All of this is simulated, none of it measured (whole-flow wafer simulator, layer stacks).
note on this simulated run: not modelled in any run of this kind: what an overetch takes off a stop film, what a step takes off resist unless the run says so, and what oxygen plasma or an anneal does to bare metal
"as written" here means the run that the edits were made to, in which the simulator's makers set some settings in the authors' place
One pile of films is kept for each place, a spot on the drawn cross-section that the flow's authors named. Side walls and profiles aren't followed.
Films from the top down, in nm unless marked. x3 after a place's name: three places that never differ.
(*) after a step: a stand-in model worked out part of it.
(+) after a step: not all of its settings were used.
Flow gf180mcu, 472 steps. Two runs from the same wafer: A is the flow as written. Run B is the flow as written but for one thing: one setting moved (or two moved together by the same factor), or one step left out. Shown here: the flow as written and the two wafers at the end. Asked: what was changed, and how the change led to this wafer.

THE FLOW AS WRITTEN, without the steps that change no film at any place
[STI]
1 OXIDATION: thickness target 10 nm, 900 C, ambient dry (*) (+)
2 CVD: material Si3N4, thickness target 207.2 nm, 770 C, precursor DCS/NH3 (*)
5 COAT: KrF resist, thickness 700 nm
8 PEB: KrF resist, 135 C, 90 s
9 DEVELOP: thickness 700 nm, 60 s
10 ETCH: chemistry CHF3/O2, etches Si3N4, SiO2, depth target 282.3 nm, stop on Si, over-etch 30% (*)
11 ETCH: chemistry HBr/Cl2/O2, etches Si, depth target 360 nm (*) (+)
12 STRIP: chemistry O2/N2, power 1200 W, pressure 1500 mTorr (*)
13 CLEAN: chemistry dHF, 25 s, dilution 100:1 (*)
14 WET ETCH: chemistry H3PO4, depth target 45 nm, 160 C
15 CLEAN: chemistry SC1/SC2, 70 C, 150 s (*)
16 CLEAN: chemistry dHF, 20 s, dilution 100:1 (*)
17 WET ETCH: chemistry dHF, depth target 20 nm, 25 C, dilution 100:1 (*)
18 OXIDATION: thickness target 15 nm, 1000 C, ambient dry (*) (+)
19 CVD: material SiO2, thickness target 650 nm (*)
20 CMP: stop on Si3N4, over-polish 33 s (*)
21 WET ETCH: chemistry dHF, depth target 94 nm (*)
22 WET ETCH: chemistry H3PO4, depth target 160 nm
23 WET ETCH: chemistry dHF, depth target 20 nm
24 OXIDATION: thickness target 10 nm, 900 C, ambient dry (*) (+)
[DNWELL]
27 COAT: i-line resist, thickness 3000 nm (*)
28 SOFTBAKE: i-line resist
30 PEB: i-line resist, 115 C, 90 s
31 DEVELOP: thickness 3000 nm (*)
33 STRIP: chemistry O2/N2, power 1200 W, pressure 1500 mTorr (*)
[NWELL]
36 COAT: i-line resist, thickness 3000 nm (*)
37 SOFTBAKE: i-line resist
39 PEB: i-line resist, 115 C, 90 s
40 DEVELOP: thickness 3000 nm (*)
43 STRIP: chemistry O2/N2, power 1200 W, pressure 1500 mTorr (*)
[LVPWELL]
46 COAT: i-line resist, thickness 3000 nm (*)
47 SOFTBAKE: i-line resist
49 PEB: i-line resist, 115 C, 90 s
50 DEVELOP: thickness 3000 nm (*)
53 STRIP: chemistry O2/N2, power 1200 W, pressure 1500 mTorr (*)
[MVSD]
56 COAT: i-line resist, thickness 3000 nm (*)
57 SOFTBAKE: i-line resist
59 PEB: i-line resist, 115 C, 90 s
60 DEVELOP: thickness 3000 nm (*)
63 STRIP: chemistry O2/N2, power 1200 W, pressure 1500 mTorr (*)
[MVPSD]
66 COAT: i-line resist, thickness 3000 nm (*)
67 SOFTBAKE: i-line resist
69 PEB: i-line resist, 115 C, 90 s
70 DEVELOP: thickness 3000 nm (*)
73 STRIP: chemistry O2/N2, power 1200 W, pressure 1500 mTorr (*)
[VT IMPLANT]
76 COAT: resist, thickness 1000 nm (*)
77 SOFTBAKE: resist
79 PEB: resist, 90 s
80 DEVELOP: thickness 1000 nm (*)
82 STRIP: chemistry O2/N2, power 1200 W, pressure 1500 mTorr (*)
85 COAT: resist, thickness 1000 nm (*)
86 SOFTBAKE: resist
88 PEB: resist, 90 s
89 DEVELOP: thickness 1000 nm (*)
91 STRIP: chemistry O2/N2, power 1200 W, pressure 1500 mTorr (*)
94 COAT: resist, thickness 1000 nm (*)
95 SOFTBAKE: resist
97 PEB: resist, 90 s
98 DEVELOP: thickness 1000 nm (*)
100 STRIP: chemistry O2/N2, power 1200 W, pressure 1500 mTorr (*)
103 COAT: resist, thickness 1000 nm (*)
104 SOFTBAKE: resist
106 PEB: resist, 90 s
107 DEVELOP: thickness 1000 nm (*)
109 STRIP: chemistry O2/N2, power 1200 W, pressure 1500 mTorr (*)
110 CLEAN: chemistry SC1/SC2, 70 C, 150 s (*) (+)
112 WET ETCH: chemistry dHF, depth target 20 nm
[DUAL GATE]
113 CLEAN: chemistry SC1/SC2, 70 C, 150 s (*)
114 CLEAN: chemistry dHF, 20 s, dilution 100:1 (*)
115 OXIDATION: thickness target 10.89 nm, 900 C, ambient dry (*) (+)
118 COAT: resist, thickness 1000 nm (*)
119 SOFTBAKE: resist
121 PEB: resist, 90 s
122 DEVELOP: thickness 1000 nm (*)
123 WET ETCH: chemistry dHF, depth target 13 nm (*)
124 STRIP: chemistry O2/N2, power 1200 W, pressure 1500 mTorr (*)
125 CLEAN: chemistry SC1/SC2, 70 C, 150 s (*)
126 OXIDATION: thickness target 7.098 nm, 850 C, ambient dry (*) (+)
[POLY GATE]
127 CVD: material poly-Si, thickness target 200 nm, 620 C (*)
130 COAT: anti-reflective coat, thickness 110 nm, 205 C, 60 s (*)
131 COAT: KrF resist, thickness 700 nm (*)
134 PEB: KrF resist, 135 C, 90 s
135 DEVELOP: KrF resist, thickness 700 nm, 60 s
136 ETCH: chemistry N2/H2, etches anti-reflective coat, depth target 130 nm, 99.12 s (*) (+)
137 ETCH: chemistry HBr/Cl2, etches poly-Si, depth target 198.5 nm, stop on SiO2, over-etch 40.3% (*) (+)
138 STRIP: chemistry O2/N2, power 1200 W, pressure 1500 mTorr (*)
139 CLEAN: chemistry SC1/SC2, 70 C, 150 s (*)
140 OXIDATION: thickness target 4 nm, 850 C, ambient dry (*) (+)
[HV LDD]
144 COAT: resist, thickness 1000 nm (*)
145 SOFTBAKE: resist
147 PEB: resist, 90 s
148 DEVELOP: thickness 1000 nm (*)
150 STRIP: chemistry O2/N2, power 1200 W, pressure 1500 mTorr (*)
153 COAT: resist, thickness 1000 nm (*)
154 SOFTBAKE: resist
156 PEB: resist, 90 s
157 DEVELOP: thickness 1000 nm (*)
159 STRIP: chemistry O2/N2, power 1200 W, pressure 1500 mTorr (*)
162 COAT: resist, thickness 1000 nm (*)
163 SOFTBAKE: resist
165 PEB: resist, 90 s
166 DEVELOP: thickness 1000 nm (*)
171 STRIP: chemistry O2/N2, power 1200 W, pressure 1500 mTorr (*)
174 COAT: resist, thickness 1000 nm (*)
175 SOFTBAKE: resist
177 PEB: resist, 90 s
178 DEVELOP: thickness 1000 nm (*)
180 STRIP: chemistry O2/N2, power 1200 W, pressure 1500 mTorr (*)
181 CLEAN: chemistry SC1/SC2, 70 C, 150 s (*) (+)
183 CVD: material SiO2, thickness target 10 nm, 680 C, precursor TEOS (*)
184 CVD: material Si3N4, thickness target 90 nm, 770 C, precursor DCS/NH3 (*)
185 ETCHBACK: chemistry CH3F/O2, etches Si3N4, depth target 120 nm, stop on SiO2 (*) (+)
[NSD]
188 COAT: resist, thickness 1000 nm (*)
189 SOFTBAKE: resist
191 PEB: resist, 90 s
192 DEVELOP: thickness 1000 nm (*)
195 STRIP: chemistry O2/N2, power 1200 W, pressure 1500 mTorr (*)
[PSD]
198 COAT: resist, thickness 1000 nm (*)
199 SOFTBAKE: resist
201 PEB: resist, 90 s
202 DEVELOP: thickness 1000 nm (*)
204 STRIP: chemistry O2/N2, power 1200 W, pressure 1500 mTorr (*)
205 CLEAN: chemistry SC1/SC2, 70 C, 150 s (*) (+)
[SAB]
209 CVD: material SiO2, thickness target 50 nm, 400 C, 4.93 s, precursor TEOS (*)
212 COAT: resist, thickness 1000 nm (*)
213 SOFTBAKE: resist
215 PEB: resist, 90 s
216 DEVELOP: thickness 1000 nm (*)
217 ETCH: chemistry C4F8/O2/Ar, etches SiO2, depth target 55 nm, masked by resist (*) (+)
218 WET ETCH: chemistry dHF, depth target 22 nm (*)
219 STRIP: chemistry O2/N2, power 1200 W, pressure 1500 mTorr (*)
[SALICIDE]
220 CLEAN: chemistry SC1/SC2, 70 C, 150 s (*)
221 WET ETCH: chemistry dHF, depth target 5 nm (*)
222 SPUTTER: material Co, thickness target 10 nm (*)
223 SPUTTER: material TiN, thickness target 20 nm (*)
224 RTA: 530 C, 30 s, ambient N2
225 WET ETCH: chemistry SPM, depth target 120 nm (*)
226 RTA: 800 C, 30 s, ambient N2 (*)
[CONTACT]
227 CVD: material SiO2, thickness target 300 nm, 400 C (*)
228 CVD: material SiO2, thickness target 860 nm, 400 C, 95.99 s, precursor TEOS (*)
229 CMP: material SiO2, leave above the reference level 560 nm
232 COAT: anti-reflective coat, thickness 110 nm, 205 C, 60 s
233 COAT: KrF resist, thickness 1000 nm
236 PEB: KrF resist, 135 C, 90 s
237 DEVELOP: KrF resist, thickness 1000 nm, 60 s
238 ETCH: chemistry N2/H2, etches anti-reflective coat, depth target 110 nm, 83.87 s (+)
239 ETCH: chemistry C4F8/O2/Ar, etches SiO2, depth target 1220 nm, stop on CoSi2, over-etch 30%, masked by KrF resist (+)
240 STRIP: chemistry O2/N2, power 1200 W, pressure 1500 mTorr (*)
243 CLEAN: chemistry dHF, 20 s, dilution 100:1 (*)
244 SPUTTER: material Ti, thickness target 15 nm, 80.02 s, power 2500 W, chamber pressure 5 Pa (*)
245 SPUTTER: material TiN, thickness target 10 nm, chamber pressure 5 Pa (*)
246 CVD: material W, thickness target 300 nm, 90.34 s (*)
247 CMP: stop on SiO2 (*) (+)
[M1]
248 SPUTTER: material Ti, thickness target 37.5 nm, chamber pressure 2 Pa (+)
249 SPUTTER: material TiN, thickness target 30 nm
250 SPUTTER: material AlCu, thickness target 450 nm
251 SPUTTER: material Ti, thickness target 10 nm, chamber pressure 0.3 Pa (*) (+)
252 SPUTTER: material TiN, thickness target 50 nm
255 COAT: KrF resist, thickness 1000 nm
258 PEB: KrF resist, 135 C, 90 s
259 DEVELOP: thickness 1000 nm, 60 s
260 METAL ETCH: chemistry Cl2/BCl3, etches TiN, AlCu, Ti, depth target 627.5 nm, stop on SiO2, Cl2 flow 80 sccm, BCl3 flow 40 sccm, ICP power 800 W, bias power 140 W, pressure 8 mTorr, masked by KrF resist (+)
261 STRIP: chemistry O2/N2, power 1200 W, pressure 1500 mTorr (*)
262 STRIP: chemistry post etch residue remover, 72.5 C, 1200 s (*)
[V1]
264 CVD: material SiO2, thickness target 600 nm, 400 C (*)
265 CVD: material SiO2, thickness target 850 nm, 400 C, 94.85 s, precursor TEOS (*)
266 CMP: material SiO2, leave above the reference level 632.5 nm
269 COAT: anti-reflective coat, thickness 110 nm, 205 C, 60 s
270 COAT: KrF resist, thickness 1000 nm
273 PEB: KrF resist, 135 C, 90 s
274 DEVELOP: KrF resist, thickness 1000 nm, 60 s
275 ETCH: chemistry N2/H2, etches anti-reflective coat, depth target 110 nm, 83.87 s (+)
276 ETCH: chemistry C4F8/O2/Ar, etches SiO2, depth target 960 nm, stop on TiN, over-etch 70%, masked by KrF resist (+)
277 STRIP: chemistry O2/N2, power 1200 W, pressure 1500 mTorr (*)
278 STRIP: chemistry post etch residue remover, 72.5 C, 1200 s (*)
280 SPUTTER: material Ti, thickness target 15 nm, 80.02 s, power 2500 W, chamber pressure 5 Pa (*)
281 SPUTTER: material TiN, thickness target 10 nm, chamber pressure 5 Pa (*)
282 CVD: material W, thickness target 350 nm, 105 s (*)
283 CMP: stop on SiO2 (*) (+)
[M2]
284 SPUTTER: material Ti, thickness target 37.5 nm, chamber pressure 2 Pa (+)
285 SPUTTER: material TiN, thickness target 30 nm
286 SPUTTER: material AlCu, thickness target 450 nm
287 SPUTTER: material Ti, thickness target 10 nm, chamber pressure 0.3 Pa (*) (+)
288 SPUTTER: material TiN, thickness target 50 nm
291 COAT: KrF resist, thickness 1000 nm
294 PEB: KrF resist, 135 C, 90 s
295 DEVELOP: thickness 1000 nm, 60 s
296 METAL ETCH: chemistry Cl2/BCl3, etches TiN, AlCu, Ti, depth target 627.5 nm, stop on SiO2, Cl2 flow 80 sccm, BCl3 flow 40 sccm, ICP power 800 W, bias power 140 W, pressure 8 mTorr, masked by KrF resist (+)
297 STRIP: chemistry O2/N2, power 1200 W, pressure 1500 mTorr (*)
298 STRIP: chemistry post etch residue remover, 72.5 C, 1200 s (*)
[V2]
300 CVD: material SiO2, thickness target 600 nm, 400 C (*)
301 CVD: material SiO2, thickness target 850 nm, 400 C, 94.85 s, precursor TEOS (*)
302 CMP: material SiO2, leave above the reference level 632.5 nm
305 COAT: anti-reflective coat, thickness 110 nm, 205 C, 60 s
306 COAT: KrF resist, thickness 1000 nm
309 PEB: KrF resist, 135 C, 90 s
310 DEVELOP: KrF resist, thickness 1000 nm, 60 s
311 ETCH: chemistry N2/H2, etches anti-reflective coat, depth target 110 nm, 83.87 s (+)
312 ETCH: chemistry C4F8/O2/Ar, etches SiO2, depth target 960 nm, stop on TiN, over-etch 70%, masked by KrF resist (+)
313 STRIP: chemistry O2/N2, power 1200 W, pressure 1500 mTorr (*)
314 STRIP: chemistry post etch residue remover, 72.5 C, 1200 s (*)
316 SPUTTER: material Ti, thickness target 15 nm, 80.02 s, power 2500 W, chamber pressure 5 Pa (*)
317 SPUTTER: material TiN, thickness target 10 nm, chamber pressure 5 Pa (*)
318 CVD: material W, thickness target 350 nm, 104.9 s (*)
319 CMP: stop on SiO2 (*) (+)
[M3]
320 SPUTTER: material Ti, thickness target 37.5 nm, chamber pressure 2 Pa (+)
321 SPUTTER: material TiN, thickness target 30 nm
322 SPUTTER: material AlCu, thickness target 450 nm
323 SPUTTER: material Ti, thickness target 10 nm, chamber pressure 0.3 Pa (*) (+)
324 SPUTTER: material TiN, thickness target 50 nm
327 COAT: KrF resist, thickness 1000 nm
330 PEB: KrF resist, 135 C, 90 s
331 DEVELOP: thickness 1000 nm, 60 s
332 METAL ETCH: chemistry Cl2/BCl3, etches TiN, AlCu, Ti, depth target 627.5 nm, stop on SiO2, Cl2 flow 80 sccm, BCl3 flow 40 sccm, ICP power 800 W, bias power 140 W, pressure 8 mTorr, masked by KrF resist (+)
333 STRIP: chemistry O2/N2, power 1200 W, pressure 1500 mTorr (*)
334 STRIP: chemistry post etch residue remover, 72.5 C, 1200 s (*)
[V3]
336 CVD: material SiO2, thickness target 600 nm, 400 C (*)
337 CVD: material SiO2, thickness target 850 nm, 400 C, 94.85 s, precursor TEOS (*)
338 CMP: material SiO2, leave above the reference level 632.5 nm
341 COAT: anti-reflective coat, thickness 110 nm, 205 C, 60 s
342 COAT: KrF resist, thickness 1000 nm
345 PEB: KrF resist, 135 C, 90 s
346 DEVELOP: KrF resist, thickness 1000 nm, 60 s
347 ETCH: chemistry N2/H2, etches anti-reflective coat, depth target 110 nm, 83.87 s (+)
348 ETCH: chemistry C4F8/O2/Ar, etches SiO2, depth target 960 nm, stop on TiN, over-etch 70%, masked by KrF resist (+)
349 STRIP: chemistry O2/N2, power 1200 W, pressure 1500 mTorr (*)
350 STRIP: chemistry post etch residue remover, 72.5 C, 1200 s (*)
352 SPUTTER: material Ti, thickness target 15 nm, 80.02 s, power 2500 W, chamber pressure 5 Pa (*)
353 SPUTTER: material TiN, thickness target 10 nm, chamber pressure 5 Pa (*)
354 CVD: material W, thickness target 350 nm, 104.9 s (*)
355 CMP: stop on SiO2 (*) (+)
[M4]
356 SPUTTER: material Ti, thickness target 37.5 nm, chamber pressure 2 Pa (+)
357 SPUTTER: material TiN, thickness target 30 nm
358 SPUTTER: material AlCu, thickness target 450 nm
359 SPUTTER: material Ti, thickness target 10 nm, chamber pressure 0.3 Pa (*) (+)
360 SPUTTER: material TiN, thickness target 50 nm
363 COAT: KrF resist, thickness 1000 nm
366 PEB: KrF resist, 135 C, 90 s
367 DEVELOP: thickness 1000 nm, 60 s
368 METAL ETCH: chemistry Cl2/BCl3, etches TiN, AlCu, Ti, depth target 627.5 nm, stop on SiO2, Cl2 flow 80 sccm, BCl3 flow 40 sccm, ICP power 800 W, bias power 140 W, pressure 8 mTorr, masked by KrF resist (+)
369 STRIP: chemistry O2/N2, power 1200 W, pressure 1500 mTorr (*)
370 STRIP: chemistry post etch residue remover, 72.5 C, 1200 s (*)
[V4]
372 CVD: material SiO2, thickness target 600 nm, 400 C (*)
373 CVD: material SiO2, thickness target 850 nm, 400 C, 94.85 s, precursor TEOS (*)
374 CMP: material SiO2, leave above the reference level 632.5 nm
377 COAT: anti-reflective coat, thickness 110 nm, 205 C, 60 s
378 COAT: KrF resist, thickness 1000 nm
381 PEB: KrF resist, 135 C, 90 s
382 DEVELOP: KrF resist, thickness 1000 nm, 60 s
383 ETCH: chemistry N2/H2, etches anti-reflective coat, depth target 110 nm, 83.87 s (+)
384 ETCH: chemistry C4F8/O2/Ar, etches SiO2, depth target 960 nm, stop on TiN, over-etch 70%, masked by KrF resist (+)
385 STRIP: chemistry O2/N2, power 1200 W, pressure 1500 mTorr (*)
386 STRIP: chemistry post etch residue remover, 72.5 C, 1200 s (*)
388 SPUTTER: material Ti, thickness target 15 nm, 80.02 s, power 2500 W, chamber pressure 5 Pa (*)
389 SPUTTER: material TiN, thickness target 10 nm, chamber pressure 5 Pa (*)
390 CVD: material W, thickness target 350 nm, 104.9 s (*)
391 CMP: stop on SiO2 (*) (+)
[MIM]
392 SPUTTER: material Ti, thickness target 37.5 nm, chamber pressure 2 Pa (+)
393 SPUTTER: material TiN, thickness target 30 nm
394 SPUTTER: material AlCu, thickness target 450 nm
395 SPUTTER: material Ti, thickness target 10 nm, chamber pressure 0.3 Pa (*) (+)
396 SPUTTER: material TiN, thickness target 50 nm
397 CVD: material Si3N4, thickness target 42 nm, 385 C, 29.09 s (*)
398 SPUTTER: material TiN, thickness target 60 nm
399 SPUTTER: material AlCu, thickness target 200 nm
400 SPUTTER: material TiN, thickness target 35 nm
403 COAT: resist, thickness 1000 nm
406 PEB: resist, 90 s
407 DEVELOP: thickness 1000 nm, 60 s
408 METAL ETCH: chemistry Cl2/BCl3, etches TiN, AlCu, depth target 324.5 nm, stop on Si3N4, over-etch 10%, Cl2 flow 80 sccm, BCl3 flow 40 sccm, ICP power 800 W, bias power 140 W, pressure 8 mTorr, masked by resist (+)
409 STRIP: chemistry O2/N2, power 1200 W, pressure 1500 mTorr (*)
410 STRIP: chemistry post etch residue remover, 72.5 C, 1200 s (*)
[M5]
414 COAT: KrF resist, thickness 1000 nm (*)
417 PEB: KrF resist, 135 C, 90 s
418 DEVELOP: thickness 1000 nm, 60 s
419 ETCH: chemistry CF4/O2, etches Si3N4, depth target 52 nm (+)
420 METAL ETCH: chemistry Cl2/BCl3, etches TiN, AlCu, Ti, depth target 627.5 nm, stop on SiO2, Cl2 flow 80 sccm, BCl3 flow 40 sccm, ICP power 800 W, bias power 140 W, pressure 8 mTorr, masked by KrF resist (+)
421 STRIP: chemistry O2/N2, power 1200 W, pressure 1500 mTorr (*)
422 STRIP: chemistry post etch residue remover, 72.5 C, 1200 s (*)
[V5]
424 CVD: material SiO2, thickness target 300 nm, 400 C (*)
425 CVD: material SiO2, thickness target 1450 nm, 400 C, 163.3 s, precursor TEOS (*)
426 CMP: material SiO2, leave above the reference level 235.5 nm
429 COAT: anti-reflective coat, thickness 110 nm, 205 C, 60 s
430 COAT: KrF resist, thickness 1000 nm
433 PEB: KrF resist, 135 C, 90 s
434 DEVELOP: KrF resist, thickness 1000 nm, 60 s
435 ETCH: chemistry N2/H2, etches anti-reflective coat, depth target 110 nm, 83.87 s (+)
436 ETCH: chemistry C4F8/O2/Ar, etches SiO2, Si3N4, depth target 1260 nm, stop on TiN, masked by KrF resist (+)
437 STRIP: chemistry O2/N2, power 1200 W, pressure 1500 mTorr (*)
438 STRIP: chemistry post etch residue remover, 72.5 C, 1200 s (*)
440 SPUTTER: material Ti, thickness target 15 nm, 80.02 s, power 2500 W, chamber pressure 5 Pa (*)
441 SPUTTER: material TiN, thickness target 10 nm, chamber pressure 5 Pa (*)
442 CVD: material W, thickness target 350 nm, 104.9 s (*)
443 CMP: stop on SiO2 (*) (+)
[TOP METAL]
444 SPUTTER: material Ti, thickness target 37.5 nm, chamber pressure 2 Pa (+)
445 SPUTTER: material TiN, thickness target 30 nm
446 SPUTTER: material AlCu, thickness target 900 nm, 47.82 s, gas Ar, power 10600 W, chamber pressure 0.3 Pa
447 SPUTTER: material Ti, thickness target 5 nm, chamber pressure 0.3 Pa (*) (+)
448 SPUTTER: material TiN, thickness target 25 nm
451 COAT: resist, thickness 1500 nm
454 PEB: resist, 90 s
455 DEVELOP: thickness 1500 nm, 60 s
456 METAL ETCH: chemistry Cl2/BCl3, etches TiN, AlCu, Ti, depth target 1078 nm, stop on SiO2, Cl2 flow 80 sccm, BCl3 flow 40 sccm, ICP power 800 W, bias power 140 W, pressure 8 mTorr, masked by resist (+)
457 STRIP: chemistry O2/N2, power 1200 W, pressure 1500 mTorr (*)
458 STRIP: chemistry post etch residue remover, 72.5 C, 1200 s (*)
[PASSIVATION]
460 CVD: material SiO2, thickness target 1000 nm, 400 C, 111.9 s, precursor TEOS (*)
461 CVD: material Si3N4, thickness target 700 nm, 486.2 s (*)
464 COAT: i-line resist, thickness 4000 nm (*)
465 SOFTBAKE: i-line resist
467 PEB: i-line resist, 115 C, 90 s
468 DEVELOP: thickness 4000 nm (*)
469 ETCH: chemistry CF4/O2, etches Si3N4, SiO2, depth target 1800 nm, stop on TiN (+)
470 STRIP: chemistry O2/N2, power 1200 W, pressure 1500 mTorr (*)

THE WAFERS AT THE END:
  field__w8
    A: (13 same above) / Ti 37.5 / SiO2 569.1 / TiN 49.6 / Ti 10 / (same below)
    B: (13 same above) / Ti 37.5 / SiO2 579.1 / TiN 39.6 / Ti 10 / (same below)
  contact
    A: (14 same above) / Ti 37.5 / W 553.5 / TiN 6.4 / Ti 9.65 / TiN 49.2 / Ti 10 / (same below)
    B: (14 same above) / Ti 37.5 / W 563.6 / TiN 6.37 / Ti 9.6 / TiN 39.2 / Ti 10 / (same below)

The cause: step 360, SPUTTER: thickness target 40 nm was run, where the flow has thickness target 50 nm.

How the change led to this, step by step:
  360 SPUTTER: material TiN, thickness target 50 nm
      field, field__w1, field__w2 and 108 more: A TiN +50 (new film) | B TiN +40 (new film)
  368 METAL ETCH: chemistry Cl2/BCl3, etches TiN, AlCu, Ti, depth target 627.5 nm, stop on SiO2, Cl2 flow 80 sccm, BCl3 flow 40 sccm, ICP power 800 W, bias power 140 W, pressure 8 mTorr, masked by KrF resist (+)
      field, field__w1, field__w2 and 103 more: A TiN -50 (all of it), Ti -10 (all of it), AlCu -450 (all of it), TiN -30 (all of it), Ti -37.5 (all of it) | B TiN -40 (all of it), Ti -10 (all of it), AlCu -450 (all of it), TiN -30 (all of it), Ti -37.5 (all of it)
